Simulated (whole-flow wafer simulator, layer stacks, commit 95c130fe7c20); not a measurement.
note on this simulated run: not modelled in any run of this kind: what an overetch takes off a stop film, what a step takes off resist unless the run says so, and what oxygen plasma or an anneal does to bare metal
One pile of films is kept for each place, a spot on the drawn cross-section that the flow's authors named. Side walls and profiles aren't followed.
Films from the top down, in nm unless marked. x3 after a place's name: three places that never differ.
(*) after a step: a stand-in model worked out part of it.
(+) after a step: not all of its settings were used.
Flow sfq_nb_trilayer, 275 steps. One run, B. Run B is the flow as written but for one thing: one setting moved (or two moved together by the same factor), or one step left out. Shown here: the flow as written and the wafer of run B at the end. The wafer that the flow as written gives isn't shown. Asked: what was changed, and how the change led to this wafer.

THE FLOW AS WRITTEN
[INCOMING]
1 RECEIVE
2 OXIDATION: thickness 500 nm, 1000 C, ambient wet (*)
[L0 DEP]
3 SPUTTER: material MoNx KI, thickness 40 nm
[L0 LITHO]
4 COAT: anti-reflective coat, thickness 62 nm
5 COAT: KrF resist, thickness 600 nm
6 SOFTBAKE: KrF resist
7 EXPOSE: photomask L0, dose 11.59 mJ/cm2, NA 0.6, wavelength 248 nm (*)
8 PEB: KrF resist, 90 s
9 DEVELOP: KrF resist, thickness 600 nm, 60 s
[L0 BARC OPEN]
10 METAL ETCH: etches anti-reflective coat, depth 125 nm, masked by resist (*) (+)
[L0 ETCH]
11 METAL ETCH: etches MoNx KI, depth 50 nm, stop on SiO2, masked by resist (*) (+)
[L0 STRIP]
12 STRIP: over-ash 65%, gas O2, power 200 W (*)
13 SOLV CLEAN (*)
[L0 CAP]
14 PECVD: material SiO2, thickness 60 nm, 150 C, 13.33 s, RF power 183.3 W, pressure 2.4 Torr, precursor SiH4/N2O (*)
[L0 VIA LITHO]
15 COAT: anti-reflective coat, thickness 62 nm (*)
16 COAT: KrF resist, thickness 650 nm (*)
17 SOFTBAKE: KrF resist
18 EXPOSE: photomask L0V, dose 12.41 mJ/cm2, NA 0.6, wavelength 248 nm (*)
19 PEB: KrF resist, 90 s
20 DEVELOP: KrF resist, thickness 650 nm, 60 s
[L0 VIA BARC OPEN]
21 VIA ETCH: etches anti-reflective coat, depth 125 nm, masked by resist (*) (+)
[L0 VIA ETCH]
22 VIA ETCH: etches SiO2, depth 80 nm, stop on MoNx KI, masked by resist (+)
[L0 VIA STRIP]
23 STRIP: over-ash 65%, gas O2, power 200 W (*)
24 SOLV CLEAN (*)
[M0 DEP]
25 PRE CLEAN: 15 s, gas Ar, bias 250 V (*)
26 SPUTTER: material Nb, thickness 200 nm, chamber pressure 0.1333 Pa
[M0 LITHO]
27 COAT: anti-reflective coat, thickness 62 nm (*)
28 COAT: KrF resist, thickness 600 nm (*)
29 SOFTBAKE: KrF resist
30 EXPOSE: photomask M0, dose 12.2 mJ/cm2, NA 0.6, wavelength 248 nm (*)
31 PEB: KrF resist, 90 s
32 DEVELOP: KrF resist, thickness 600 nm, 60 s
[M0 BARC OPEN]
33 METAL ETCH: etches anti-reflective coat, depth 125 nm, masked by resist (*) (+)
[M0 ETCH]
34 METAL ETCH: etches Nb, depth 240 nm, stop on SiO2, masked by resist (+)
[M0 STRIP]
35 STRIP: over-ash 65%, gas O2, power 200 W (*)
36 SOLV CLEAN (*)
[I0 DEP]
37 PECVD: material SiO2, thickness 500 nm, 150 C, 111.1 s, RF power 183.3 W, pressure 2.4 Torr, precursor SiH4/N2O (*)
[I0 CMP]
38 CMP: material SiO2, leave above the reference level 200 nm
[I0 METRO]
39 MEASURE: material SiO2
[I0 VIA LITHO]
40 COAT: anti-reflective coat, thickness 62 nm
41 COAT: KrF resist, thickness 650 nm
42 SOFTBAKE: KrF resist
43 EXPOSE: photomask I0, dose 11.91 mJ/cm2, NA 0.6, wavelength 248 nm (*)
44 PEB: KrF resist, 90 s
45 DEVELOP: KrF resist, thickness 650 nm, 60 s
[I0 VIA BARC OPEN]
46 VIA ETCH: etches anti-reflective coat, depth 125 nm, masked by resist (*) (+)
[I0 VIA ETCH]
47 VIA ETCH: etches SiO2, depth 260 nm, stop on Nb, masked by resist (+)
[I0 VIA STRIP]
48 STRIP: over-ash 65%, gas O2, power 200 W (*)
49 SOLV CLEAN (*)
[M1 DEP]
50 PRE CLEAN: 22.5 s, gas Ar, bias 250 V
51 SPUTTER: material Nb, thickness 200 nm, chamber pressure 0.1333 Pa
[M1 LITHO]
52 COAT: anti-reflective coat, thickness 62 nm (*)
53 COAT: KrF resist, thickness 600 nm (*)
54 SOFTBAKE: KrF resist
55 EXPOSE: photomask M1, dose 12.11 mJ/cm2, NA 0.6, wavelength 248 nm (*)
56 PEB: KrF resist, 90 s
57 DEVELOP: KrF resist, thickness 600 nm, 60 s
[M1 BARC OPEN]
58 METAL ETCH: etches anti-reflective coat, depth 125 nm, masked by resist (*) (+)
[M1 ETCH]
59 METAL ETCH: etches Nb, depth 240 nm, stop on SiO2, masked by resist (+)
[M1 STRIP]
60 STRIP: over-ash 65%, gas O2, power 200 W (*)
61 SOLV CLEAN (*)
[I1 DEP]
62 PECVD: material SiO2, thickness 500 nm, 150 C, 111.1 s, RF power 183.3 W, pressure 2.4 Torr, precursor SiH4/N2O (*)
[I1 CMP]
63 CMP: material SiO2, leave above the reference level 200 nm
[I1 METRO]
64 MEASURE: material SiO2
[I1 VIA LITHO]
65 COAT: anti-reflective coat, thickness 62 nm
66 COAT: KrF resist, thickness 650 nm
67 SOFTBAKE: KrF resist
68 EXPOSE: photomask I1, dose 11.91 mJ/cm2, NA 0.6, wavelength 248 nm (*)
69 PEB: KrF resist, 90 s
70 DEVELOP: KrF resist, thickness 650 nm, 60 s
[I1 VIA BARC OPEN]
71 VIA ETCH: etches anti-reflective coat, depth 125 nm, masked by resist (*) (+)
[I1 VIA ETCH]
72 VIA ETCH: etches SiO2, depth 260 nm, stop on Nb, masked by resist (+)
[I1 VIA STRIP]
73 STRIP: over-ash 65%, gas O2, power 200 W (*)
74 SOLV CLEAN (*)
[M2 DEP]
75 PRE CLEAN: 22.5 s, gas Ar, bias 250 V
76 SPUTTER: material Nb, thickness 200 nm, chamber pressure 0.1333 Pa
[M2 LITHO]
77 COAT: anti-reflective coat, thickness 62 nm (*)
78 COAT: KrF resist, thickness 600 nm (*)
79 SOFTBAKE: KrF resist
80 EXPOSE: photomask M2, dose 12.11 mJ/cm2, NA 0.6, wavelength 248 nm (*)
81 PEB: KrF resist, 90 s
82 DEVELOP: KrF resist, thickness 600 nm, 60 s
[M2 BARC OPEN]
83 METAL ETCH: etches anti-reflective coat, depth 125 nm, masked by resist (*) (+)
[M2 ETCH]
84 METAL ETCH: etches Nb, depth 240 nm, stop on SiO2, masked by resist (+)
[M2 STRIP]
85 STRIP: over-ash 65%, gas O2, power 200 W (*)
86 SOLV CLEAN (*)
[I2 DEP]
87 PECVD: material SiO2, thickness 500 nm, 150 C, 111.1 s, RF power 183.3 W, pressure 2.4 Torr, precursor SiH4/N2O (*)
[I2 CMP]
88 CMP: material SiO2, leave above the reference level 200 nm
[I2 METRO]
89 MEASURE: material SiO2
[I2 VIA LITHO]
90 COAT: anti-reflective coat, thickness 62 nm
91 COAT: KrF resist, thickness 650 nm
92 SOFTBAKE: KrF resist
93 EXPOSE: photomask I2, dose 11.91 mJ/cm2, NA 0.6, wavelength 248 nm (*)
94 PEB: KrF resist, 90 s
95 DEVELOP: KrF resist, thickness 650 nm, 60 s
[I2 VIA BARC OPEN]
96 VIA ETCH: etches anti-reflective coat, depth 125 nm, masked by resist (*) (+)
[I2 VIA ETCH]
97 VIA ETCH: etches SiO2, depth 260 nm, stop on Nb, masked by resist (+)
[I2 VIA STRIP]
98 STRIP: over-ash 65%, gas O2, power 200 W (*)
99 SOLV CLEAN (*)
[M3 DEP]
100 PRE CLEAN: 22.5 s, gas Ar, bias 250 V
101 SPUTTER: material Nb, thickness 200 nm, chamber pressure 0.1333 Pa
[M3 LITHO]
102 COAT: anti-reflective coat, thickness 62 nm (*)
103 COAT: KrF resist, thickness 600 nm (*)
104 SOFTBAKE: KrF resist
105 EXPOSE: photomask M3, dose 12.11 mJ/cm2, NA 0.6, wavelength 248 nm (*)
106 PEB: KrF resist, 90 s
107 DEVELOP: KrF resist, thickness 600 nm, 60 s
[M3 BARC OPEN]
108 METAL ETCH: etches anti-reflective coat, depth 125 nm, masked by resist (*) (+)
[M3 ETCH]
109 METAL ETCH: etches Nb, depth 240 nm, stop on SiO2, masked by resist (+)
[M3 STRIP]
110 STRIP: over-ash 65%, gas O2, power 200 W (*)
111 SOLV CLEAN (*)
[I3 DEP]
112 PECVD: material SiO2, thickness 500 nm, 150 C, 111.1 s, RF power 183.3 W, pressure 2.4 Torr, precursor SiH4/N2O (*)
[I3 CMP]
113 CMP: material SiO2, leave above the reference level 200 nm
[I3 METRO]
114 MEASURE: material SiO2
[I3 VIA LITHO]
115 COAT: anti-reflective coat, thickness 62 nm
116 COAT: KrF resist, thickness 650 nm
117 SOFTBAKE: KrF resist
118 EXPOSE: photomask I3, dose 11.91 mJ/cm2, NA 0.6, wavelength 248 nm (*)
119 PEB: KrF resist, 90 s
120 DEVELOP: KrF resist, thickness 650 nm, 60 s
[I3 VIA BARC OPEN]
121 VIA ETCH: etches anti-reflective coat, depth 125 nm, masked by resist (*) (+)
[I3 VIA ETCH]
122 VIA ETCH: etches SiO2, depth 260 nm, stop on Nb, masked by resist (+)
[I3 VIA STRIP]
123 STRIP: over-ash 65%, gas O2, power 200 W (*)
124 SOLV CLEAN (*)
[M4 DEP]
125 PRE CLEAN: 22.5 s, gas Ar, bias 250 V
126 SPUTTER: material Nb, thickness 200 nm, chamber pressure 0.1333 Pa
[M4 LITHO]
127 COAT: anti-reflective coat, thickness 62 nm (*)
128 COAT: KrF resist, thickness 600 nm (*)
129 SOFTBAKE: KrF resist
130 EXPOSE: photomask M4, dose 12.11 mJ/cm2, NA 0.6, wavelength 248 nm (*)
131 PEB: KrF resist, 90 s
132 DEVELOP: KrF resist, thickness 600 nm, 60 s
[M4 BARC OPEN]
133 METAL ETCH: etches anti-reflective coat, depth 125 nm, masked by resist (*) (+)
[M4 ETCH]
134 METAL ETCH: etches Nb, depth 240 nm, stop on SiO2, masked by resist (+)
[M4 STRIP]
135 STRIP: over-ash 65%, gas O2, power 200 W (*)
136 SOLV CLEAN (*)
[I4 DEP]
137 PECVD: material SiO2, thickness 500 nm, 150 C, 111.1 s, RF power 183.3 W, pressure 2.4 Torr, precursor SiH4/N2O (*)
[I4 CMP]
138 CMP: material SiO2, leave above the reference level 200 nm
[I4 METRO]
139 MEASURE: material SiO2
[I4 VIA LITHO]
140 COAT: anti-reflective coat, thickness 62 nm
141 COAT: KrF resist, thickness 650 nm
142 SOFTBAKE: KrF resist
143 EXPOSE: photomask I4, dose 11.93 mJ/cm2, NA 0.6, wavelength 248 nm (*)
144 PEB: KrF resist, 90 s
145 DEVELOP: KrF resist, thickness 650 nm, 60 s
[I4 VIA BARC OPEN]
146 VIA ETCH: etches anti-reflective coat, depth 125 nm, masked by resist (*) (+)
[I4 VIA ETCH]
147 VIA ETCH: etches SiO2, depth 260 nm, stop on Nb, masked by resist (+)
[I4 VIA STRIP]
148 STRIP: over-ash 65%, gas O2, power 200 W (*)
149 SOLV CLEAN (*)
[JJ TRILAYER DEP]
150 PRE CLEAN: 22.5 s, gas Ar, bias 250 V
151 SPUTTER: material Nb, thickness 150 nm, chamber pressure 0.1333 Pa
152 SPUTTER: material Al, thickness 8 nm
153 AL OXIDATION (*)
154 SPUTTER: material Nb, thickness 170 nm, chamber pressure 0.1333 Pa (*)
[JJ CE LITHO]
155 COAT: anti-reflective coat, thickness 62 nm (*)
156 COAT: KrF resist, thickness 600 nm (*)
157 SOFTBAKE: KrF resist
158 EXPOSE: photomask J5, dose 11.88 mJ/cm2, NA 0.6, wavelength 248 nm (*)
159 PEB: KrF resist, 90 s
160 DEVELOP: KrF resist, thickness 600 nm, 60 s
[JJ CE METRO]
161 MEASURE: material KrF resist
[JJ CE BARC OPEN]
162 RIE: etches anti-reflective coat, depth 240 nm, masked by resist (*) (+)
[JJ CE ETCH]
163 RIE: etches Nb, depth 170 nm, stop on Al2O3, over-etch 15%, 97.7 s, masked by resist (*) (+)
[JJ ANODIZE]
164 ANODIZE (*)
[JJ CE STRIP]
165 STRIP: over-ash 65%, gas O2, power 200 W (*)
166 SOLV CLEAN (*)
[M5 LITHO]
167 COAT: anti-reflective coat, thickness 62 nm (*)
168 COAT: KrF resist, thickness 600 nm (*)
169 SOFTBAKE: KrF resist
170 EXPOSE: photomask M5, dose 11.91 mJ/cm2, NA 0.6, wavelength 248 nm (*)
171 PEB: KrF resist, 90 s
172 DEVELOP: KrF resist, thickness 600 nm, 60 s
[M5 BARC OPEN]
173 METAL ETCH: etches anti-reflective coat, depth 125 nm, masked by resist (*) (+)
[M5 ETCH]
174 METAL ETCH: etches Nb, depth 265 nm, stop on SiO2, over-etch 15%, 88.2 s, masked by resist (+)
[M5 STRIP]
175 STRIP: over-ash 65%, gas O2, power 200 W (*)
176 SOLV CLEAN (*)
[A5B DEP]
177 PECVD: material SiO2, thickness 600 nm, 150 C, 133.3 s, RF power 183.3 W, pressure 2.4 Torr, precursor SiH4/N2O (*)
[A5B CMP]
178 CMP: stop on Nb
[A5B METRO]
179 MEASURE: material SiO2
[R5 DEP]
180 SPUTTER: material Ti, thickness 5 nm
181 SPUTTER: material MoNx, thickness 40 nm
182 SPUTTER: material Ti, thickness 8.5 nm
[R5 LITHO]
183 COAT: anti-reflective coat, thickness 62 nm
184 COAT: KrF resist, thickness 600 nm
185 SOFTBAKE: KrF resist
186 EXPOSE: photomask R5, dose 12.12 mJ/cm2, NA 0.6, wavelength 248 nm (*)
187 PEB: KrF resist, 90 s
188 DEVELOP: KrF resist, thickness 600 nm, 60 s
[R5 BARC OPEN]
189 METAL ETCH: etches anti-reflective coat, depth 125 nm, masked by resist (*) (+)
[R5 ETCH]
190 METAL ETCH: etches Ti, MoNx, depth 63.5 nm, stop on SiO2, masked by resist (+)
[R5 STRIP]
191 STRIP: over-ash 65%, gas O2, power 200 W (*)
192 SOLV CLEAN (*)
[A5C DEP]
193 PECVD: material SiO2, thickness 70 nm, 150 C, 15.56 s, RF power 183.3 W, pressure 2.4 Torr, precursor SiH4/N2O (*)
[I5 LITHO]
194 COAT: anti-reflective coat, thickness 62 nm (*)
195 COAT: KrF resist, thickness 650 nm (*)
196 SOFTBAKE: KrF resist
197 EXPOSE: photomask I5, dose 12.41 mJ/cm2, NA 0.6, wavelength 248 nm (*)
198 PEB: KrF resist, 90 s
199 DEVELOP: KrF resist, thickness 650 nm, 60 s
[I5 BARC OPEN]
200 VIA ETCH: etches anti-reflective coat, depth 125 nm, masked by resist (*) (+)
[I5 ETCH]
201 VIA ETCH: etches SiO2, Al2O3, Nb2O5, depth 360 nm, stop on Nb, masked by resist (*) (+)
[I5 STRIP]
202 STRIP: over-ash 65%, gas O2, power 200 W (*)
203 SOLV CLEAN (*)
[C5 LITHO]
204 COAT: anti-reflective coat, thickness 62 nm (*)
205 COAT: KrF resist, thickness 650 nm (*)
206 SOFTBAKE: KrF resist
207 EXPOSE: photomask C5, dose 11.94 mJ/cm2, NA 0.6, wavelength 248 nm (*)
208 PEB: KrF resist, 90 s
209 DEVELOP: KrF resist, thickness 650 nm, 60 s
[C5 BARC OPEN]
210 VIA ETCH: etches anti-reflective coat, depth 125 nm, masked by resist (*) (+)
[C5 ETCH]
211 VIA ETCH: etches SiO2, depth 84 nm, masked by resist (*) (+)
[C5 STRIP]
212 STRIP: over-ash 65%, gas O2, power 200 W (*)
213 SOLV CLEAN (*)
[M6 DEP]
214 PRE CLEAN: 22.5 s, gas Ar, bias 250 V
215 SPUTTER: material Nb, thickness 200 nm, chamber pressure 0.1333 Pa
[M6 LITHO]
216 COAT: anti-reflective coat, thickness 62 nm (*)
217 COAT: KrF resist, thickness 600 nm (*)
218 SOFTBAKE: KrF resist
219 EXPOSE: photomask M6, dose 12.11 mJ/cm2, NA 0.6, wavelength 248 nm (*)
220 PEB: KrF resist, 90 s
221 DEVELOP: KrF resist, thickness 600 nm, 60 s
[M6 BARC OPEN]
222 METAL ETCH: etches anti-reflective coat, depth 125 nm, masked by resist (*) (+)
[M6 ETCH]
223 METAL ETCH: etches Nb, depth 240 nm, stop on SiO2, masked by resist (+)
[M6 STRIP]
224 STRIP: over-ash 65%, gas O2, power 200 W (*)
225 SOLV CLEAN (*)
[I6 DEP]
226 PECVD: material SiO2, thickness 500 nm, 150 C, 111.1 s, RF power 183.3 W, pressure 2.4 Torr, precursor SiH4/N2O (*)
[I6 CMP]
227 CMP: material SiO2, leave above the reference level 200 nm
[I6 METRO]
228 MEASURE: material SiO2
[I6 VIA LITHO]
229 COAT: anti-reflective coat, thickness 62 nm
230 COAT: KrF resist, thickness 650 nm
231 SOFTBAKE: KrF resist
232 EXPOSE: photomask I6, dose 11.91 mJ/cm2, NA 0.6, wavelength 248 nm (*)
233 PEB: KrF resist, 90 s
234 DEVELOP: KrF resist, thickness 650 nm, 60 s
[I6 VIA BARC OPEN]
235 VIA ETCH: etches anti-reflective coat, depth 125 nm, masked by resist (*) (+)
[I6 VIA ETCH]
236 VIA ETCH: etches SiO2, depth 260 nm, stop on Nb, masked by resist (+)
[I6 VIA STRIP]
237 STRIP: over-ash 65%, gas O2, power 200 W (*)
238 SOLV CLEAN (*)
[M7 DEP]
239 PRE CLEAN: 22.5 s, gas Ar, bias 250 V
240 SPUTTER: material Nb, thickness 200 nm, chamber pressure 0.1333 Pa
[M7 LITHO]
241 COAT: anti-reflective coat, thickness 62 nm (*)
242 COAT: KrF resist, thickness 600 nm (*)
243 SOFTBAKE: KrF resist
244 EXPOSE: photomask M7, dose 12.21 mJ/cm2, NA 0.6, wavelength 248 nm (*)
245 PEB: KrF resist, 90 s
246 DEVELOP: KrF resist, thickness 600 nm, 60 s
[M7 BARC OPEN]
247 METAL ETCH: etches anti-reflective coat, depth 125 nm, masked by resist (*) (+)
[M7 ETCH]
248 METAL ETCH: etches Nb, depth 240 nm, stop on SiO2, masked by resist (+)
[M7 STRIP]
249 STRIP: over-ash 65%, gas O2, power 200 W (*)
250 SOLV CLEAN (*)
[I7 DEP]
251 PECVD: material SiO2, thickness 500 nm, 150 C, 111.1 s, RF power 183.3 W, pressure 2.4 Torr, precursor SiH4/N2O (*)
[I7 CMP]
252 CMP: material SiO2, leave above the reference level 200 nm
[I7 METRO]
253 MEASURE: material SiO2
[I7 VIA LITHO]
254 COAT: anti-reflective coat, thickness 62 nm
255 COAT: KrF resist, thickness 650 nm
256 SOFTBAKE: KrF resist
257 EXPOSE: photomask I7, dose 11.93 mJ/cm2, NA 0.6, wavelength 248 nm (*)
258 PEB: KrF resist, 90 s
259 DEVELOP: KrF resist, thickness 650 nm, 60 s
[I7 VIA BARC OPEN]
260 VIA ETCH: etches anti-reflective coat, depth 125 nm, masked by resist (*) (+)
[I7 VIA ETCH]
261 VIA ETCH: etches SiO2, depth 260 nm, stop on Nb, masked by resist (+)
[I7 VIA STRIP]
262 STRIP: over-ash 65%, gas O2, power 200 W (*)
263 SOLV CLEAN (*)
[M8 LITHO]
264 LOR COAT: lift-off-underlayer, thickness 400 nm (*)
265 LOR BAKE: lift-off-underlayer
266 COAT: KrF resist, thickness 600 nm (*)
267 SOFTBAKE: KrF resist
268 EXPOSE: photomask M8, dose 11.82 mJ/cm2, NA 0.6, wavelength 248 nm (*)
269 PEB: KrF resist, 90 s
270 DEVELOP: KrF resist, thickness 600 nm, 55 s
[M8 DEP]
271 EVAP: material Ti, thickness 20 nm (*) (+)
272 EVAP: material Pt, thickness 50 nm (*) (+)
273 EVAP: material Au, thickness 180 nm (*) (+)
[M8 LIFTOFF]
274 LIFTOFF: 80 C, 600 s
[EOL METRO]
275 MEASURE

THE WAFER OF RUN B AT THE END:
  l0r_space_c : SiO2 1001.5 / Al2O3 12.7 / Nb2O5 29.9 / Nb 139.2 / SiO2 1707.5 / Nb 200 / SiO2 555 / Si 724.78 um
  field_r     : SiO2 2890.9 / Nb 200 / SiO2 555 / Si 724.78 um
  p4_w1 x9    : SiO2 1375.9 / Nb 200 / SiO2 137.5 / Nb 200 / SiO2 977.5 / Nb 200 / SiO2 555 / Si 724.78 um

The cause: step 113, CMP: leave above the reference level 145 nm was run, where the flow has leave above the reference level 200 nm.

How the change led to this, step by step:
  113 CMP: material SiO2, leave above the reference level 200 nm
      field_l, be, be_sur and 64 more: SiO2 -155 (as written it would be: SiO2 -100)
      v_sur, via_wl, via_wr and 27 more: SiO2 -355 (as written it would be: SiO2 -300)
      (and at 9 more places)
  122 VIA ETCH: etches SiO2, depth 260 nm, stop on Nb, masked by resist (+)
      field_l, v_sur, via_wl and 102 more: KrF resist -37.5 (as written it would be: KrF resist -44.8)
      via_v: SiO2 -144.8 (all of it) (as written it would be: SiO2 -199.8 (all of it))
  126 SPUTTER: material Nb, thickness 200 nm, chamber pressure 0.1333 Pa
      via_v: Nb +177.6 (as written it would be: Nb +165.5)
  127 COAT: anti-reflective coat, thickness 62 nm (*)
      via_sp: anti-reflective coat +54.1 (new film) (as written it would be: anti-reflective coat +53 (new film))
      via_v: anti-reflective coat +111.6 (new film) (as written it would be: anti-reflective coat +124.8 (new film))
  128 COAT: KrF resist, thickness 600 nm (*)
      via_v: KrF resist +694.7 (new film) (as written it would be: KrF resist +739.8 (new film))
  135 STRIP: over-ash 65%, gas O2, power 200 W (*)
      via_sp: KrF resist -377.6 (all of it), anti-reflective coat -54.1 (all of it) (as written it would be: KrF resist -373.9 (all of it), anti-reflective coat -53 (all of it))
      via_v: KrF resist -476.9 (all of it), anti-reflective coat -111.6 (all of it) (as written it would be: KrF resist -521.8 (all of it), anti-reflective coat -124.8 (all of it))
  137 PECVD: material SiO2, thickness 500 nm, 150 C, 111.1 s, RF power 183.3 W, pressure 2.4 Torr, precursor SiH4/N2O (*)
      via_v: SiO2 +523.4 (new film) (as written it would be: SiO2 +615 (new film))
  138 CMP: material SiO2, leave above the reference level 200 nm
      via_v: SiO2 -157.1 (as written it would be: SiO2 -181.6)
